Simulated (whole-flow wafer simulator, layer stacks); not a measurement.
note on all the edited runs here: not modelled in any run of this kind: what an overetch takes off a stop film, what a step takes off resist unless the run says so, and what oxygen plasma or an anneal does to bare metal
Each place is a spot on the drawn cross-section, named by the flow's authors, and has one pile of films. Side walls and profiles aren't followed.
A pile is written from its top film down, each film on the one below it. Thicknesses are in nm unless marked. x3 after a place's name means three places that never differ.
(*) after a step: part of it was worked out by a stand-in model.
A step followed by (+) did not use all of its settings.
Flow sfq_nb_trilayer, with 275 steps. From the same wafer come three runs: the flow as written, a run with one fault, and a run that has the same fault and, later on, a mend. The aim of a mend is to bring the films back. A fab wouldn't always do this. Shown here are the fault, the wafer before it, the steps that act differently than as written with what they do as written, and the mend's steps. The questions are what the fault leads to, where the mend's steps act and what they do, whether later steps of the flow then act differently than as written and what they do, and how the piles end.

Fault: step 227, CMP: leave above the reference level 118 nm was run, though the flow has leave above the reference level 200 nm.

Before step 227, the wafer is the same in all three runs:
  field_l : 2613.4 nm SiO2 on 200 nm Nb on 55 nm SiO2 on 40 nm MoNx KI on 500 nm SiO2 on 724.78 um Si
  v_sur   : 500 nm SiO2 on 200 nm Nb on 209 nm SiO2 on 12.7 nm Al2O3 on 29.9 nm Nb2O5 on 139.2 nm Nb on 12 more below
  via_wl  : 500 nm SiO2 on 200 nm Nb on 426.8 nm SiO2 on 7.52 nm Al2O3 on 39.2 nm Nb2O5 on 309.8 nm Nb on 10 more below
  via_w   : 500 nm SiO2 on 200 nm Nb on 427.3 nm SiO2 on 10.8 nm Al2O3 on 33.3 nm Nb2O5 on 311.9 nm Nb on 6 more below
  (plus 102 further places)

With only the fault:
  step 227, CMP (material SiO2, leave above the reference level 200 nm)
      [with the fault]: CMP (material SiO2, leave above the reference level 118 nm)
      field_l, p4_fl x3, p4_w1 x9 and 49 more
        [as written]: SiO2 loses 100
        [with the fault]: SiO2 loses 182
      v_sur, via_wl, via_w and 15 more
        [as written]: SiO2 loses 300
        [with the fault]: SiO2 loses 382
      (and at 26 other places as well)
  Steps further on in the flow that do not act as written (not shown: 3 more steps that differ only slightly, by at most 2% or 0.5 nm, whichever is larger):
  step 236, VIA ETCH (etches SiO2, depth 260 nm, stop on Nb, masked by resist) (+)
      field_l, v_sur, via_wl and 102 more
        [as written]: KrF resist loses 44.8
        [with the fault]: KrF resist loses 30.5
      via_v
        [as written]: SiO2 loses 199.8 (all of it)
        [with the fault]: SiO2 loses 117.8 (all of it)
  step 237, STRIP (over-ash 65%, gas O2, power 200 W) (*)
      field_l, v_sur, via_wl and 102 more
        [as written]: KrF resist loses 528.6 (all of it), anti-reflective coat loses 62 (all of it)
        [with the fault]: KrF resist loses 543 (all of it), anti-reflective coat loses 62 (all of it)
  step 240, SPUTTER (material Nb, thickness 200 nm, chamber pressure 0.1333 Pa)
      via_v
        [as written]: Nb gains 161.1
        [with the fault]: Nb gains 181.2
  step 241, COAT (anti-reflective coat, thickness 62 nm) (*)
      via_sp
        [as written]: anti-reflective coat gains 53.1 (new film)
        [with the fault]: anti-reflective coat gains 54.7 (new film)
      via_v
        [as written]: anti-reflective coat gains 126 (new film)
        [with the fault]: anti-reflective coat gains 106.7 (new film)
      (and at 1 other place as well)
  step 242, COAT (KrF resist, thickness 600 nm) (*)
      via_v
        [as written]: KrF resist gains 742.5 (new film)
        [with the fault]: KrF resist gains 673.4 (new film)
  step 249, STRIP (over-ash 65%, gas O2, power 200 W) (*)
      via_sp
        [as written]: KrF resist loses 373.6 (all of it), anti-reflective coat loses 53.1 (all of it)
        [with the fault]: KrF resist loses 379.3 (all of it), anti-reflective coat loses 54.7 (all of it)
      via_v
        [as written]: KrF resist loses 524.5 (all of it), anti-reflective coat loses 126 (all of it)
        [with the fault]: KrF resist loses 455.6 (all of it), anti-reflective coat loses 106.7 (all of it)
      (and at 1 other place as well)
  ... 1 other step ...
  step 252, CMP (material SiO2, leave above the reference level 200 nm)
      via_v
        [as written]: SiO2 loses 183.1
        [with the fault]: SiO2 loses 164.3
  By the end, the piles at field_l, v_sur, via_wl and 103 more depart from the flow's by more than 2% or 0.5 nm, whichever is larger.
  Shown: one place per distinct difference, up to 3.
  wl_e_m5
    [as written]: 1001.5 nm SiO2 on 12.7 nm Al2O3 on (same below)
    [with the fault]: 919.5 nm SiO2 on 12.7 nm Al2O3 on (same below)
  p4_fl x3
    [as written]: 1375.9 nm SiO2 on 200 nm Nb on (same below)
    [with the fault]: 1293.9 nm SiO2 on 200 nm Nb on (same below)
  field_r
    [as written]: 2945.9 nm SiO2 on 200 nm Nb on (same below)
    [with the fault]: 2863.9 nm SiO2 on 200 nm Nb on (same below)

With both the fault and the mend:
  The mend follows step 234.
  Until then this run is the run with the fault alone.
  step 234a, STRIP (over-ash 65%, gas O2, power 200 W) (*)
      field_l, v_sur, via_wl and 102 more
        KrF resist loses 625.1 (all of it), anti-reflective coat loses 62 (all of it)
      via_v
        anti-reflective coat loses 62 (all of it)
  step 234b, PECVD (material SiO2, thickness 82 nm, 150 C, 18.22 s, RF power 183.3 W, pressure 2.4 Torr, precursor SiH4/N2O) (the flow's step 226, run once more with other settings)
      field_l, v_sur, via_wl and 103 more
        SiO2 gains 82
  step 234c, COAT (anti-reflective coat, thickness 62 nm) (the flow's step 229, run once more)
      field_l, v_sur, via_wl and 103 more
        anti-reflective coat gains 62 (new film)
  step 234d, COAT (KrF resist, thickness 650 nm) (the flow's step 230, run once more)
      field_l, v_sur, via_wl and 103 more
        KrF resist gains 650 (new film)
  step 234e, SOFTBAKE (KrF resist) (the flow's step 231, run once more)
      leaves every film unchanged at each place that is followed
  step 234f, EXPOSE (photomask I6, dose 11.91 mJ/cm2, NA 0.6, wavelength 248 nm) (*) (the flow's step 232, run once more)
      leaves every film unchanged at each place that is followed
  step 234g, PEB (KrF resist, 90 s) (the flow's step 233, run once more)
      field_l, v_sur, via_wl and 103 more
        KrF resist loses 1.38
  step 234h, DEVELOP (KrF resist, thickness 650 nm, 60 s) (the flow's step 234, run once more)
      field_l, v_sur, via_wl and 102 more
        KrF resist loses 23.5
      via_v
        KrF resist loses 648.6 (all of it)
  None of the later steps of the flow differs from how it acts as written, at any place that is followed, by more than 2% or 0.5 nm, whichever is larger.
  At every place that both follow, the piles at the end match the flow's.
